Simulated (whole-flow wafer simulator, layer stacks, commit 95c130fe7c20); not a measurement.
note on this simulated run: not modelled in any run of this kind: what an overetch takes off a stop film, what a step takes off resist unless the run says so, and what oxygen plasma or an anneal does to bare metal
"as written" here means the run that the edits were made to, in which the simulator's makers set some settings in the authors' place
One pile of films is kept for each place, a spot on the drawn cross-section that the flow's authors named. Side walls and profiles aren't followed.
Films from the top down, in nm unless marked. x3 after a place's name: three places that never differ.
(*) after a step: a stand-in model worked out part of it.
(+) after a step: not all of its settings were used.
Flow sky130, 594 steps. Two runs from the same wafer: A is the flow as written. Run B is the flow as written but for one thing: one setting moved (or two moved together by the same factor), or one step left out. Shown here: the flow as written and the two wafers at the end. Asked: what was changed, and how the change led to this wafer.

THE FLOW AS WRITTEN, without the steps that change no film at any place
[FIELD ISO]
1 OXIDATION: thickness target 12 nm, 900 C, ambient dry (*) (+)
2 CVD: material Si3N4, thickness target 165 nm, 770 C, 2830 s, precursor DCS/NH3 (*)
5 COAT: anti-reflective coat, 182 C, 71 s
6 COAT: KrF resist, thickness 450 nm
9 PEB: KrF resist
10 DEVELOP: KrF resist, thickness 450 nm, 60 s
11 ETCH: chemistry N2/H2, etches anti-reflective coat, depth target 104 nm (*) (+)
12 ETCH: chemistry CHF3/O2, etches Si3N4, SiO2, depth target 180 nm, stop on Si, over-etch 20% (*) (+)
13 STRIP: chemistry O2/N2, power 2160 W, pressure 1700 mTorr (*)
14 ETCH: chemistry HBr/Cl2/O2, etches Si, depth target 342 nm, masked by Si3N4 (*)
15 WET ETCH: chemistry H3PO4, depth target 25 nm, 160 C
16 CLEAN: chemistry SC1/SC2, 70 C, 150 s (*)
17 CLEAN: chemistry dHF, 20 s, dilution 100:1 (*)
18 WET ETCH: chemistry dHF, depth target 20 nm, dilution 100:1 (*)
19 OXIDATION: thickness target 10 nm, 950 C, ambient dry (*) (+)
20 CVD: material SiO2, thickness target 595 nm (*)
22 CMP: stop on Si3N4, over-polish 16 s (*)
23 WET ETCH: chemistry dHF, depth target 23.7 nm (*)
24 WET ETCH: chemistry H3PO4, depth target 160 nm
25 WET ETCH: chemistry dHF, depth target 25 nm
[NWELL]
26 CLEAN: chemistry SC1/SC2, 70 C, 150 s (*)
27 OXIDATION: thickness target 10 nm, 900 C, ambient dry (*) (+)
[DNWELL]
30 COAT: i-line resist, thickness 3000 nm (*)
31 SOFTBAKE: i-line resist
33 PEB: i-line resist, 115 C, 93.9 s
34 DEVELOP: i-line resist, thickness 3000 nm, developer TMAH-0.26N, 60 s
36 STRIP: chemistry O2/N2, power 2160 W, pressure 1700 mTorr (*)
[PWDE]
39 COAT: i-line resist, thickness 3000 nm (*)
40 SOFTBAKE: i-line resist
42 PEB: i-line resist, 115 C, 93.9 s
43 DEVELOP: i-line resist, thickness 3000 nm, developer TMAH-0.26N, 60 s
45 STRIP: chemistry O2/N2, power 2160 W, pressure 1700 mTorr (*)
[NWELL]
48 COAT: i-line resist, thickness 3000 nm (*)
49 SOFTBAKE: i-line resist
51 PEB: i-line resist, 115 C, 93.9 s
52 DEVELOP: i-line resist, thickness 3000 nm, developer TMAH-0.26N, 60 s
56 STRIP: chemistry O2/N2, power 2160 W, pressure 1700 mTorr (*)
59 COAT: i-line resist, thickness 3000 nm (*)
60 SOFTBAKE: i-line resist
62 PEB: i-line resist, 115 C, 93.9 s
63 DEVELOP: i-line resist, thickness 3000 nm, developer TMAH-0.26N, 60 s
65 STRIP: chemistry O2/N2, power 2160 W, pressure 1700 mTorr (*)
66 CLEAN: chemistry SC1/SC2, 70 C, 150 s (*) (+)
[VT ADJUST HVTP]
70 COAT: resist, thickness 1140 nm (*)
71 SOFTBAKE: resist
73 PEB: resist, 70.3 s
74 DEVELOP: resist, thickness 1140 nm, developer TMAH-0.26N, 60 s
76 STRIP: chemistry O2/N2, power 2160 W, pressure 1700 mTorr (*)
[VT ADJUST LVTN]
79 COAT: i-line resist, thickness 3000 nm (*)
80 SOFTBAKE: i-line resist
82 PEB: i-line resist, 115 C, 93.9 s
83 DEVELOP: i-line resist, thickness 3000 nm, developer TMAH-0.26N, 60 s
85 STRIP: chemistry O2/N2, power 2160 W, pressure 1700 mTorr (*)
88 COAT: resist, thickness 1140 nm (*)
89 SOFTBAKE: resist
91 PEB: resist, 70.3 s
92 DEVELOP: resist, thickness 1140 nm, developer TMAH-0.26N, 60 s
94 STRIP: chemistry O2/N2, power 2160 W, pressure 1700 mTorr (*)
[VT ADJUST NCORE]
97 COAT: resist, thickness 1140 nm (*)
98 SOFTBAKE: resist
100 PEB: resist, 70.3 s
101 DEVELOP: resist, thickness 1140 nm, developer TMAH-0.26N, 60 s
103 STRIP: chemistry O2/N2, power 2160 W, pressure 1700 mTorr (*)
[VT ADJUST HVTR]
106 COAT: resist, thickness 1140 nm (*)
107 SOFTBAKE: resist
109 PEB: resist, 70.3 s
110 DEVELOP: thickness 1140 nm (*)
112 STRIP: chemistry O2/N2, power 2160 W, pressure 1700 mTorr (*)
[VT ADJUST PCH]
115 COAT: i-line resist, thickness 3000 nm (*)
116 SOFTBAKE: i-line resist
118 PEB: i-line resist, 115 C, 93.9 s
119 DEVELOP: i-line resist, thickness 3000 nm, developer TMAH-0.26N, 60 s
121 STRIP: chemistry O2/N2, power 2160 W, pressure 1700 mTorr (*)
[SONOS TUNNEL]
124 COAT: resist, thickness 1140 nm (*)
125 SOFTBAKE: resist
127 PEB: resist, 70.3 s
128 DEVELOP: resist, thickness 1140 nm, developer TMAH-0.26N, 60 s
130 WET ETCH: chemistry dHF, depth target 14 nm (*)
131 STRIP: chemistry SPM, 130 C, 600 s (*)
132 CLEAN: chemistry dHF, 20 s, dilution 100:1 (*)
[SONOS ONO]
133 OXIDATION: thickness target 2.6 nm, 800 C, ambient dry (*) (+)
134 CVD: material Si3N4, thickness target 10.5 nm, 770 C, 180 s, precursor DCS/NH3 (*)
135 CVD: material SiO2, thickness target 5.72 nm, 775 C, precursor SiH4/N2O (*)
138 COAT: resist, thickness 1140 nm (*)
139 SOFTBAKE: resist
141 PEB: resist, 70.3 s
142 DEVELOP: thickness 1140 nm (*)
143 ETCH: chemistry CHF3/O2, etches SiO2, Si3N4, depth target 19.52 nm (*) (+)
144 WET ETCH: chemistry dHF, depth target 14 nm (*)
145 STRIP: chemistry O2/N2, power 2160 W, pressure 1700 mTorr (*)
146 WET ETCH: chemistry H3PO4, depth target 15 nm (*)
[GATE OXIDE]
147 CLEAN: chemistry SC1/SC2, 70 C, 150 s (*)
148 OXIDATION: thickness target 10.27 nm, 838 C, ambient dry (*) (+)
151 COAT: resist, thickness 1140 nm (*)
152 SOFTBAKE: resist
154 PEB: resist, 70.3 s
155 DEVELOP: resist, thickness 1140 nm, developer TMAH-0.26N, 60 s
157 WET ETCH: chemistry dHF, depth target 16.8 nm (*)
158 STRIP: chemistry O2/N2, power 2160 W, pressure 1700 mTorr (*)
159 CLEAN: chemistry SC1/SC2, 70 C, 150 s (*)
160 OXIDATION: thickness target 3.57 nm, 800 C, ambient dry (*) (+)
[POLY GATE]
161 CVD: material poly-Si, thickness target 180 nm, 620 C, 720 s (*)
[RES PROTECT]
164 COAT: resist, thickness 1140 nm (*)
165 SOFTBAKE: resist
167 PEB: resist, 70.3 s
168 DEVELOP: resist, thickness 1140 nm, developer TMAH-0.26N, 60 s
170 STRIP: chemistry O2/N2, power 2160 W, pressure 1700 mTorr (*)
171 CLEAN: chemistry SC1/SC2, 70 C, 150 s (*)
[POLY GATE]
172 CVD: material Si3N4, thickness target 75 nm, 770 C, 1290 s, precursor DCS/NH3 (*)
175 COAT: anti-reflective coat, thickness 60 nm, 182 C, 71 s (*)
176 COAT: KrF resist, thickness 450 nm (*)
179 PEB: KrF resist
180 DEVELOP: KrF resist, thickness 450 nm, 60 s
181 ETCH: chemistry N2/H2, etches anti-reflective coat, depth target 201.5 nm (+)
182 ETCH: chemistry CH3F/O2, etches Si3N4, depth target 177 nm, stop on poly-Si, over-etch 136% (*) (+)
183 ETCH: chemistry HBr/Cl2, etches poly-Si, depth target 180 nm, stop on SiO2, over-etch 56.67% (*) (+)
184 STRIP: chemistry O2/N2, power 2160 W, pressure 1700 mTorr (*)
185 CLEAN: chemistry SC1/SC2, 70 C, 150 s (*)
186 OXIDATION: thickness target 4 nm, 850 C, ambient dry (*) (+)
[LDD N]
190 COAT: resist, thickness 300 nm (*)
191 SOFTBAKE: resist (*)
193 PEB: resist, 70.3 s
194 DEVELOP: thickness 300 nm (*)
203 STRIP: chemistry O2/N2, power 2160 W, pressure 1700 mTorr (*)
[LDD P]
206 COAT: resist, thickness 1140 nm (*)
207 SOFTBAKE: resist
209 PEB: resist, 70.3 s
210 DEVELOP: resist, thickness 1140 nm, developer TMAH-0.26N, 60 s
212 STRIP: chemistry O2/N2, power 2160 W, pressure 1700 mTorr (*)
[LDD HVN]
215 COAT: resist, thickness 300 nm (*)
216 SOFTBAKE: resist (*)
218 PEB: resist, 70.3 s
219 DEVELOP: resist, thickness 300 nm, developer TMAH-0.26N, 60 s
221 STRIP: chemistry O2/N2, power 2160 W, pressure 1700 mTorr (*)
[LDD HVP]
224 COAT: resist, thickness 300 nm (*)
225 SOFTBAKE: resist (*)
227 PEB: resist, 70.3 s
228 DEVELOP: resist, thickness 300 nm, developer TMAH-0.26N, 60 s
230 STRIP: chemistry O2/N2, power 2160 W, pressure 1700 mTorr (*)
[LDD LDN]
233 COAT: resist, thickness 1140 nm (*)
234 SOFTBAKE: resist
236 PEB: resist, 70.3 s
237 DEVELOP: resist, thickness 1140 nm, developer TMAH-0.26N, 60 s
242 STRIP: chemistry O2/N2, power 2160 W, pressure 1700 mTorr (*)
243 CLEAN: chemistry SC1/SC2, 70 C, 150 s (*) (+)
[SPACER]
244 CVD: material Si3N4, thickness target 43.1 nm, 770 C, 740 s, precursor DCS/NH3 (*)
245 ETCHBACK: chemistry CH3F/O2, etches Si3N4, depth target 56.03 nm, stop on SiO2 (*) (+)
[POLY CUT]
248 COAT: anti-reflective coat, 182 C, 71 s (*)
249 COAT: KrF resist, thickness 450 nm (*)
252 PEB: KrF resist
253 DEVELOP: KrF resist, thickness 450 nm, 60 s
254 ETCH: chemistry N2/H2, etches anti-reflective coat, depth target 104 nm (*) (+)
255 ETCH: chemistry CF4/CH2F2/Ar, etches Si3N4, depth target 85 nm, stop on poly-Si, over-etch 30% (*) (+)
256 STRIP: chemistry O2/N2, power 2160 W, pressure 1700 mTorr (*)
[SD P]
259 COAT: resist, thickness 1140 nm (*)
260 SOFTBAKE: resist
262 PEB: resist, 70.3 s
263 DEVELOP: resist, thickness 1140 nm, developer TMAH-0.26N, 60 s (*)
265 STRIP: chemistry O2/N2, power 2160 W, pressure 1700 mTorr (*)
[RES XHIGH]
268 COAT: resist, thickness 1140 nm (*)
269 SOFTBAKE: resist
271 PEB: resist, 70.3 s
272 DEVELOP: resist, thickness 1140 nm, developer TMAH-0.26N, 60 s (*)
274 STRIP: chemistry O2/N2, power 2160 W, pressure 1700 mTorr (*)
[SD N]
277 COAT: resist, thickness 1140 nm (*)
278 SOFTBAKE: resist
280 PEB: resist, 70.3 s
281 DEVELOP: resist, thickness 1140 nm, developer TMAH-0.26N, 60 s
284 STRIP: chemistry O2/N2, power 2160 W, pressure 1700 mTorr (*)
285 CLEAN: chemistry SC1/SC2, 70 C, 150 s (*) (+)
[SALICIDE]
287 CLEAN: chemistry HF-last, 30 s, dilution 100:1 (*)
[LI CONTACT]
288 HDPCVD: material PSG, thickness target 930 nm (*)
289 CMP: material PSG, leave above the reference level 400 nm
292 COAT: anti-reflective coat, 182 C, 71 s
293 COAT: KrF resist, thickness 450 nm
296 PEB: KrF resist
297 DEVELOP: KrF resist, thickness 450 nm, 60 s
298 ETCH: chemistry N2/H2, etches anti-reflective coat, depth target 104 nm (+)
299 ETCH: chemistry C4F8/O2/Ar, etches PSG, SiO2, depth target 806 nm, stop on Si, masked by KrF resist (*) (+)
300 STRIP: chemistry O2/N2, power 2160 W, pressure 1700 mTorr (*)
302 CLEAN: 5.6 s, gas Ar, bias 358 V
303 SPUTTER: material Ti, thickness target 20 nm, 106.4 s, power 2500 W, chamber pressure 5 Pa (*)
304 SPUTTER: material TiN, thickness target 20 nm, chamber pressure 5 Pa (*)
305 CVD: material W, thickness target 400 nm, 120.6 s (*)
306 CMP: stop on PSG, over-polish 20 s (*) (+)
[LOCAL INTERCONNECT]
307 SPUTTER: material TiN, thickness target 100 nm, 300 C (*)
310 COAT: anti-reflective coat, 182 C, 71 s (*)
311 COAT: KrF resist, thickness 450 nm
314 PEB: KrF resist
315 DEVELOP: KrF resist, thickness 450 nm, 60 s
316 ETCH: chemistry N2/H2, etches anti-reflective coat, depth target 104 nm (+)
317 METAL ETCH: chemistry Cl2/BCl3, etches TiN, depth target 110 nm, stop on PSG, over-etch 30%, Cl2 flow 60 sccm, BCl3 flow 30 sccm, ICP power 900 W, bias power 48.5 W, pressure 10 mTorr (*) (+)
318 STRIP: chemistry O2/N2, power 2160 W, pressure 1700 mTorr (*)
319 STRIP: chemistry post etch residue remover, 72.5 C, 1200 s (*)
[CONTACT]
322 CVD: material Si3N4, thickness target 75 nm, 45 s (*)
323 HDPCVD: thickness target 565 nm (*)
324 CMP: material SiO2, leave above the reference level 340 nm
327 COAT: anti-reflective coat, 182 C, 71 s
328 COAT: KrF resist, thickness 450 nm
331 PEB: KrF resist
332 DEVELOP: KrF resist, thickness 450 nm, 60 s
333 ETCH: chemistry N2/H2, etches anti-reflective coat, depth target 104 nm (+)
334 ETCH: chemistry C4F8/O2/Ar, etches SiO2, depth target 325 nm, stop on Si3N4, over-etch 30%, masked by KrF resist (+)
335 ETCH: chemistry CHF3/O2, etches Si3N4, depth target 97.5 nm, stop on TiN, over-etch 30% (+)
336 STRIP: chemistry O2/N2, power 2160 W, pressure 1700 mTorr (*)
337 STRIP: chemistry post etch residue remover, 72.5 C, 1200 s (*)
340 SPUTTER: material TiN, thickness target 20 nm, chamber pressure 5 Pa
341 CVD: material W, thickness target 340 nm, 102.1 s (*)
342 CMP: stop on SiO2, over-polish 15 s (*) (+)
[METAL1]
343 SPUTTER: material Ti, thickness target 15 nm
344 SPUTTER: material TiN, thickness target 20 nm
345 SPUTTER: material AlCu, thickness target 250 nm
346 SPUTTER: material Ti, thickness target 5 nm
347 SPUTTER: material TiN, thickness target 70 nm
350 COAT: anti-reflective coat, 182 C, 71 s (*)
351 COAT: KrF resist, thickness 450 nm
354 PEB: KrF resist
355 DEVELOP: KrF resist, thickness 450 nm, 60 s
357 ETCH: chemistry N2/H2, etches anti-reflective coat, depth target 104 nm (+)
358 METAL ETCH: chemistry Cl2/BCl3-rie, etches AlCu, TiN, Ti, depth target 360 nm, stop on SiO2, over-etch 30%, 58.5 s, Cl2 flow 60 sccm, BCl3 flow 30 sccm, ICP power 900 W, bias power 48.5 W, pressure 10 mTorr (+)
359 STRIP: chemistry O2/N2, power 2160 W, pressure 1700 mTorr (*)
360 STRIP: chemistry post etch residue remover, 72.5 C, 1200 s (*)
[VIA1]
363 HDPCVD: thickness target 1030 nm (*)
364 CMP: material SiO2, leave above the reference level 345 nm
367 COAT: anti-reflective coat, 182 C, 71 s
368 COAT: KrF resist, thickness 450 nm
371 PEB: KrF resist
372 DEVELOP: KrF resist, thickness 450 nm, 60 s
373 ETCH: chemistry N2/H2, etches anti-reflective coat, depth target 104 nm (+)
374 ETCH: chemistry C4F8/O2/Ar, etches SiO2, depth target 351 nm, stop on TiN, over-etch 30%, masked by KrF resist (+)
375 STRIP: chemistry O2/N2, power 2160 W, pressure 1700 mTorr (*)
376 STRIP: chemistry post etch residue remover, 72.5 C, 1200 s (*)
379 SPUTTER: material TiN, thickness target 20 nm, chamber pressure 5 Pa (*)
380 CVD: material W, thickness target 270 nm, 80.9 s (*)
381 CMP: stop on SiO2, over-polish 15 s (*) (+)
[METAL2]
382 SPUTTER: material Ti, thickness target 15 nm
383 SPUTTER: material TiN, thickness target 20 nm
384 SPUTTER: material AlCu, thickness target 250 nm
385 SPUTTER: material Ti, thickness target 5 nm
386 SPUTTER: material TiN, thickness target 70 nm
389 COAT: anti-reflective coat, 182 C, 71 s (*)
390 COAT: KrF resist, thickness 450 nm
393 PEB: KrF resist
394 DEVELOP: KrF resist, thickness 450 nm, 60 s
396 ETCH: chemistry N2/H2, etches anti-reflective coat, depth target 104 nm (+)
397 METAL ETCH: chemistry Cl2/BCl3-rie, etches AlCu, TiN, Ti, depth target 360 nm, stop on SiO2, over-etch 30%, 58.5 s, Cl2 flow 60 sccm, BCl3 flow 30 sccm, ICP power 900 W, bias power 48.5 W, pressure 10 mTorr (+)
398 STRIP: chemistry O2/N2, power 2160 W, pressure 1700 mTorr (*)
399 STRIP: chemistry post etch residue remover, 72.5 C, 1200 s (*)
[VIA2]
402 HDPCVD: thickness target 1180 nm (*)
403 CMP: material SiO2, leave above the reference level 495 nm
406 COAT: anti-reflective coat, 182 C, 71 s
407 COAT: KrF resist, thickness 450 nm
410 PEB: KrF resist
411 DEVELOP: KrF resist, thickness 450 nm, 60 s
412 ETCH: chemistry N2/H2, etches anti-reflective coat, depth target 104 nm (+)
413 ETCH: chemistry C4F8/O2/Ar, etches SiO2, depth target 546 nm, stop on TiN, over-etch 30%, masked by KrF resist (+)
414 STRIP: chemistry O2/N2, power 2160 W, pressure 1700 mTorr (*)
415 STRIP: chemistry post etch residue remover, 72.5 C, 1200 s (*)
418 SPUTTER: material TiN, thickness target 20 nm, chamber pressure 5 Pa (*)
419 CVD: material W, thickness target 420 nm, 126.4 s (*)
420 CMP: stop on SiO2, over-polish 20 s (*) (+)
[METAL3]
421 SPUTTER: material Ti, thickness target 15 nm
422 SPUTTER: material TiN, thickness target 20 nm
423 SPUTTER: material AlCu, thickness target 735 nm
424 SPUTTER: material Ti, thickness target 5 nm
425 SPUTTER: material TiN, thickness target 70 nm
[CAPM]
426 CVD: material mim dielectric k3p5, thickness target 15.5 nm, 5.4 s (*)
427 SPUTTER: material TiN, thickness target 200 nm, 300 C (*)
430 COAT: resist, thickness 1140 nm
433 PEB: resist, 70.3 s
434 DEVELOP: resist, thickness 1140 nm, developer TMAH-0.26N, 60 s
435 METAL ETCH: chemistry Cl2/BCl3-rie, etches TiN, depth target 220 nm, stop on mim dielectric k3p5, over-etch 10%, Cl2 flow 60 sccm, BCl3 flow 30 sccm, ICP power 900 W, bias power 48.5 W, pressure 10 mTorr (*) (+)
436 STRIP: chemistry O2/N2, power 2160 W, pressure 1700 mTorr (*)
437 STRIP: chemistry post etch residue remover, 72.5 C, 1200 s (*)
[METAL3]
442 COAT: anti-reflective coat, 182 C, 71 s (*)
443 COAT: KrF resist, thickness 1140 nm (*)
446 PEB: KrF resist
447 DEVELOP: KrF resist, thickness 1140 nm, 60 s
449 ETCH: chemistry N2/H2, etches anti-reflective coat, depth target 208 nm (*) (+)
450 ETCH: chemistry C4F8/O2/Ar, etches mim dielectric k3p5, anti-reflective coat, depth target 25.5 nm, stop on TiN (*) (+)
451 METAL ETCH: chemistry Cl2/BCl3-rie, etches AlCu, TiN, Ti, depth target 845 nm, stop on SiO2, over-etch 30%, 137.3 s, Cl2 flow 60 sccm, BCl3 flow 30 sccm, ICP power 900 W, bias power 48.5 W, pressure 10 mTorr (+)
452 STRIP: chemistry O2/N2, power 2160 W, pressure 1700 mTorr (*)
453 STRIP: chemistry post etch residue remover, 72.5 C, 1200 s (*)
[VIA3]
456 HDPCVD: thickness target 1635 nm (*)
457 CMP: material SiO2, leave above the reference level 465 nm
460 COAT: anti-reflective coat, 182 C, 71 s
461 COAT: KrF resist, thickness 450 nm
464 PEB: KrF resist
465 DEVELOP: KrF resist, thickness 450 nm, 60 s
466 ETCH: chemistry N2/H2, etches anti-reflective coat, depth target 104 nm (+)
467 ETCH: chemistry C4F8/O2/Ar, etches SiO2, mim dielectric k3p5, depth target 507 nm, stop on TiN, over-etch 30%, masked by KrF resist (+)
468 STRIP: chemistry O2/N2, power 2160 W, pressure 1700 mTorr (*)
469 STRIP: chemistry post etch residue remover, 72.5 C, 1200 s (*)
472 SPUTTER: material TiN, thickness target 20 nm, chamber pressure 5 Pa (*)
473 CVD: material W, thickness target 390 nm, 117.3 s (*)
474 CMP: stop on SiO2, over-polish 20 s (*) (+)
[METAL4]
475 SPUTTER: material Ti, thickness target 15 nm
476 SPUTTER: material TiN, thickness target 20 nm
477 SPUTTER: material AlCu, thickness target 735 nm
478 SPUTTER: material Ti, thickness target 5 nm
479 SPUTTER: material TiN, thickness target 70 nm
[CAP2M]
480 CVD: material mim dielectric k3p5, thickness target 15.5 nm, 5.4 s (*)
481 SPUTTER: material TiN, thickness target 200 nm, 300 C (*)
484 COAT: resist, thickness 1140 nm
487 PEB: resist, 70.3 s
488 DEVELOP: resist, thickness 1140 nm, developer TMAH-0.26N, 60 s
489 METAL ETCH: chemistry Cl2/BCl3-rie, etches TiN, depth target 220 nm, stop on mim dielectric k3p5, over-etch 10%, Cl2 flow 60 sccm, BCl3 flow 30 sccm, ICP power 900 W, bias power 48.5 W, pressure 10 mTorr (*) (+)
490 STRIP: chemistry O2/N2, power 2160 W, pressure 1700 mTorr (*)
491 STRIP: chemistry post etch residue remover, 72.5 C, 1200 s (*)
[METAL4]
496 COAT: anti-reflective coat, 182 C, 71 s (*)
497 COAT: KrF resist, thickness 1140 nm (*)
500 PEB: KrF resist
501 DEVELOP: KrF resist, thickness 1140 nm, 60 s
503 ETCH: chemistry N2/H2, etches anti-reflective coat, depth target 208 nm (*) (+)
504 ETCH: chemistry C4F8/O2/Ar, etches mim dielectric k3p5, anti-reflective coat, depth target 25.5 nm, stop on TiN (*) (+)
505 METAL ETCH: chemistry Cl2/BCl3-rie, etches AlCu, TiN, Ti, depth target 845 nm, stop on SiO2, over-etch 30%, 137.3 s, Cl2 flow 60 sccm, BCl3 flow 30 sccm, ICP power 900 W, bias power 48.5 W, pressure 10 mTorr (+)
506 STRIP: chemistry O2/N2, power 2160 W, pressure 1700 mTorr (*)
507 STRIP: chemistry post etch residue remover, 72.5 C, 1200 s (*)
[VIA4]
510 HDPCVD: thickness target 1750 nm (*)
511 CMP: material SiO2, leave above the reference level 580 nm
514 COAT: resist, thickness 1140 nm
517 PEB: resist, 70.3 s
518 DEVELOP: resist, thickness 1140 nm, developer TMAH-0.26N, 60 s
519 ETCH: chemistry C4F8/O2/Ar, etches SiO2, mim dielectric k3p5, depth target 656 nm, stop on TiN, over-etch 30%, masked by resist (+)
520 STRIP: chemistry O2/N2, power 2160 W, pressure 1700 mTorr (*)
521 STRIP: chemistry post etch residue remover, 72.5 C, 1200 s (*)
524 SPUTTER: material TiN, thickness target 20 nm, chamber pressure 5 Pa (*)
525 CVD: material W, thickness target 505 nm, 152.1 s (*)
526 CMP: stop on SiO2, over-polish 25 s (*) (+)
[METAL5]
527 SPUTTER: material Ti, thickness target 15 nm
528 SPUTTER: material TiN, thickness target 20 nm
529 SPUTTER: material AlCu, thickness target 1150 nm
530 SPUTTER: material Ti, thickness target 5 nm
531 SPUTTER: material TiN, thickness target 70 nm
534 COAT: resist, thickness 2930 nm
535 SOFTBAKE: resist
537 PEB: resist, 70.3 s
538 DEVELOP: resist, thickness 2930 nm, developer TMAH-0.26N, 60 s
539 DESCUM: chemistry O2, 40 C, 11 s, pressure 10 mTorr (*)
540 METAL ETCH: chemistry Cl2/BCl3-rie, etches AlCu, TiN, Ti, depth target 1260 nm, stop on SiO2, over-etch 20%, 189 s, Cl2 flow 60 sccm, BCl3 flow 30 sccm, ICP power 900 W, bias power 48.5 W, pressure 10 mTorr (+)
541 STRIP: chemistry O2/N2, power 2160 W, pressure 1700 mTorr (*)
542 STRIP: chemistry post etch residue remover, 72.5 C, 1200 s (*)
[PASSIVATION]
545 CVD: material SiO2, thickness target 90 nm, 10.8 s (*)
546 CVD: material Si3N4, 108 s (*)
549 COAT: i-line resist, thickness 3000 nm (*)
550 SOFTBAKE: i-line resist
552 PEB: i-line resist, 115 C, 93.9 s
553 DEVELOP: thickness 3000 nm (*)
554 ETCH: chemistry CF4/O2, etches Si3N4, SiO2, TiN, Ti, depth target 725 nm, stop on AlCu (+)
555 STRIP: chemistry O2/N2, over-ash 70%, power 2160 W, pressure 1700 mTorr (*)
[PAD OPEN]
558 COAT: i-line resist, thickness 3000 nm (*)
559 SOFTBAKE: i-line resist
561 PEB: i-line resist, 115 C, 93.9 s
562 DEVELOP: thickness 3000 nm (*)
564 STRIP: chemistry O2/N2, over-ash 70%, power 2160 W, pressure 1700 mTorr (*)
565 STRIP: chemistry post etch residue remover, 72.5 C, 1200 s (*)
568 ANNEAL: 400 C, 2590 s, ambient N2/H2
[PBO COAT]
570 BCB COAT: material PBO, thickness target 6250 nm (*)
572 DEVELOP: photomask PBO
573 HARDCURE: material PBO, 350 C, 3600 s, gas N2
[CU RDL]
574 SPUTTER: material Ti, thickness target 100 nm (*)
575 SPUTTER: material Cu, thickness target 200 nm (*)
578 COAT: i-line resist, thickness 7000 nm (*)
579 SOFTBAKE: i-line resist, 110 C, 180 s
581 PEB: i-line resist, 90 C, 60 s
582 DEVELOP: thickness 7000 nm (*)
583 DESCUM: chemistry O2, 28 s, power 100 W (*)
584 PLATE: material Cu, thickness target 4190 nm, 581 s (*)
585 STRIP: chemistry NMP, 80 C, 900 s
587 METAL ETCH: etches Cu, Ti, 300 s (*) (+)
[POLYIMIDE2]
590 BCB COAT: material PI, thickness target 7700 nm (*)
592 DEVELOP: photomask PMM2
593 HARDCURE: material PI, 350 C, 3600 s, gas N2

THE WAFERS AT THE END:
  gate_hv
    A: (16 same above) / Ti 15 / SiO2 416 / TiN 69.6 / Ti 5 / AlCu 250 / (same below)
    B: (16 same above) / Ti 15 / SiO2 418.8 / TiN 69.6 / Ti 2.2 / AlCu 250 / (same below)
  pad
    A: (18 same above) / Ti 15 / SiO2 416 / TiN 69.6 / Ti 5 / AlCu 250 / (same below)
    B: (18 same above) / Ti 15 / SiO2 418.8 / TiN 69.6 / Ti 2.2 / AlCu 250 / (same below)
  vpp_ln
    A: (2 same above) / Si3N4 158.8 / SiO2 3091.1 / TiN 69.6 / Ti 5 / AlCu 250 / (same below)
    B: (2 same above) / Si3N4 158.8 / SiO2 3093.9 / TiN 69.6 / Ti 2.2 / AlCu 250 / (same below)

The cause: step 385, SPUTTER: thickness target 2.2 nm was run, where the flow has thickness target 5 nm.
It can be read off the wafer: gate_hv has Ti 2.2, and step 385 as written asks for 5 nm.

How the change led to this, step by step:
  385 SPUTTER: material Ti, thickness target 5 nm
      field, active, n_well and 188 more: A Ti +5 (new film) | B Ti +2.2 (new film)
  397 METAL ETCH: chemistry Cl2/BCl3-rie, etches AlCu, TiN, Ti, depth target 360 nm, stop on SiO2, over-etch 30%, 58.5 s, Cl2 flow 60 sccm, BCl3 flow 30 sccm, ICP power 900 W, bias power 48.5 W, pressure 10 mTorr (+)
      field, active, gate and 82 more: A TiN -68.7 (all of it), Ti -5 (all of it), AlCu -250 (all of it), TiN -20 (all of it), Ti -15 (all of it), SiO2 -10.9 | B TiN -68.7 (all of it), Ti -2.2 (all of it), AlCu -250 (all of it), TiN -20 (all of it), Ti -15 (all of it), SiO2 -11.2
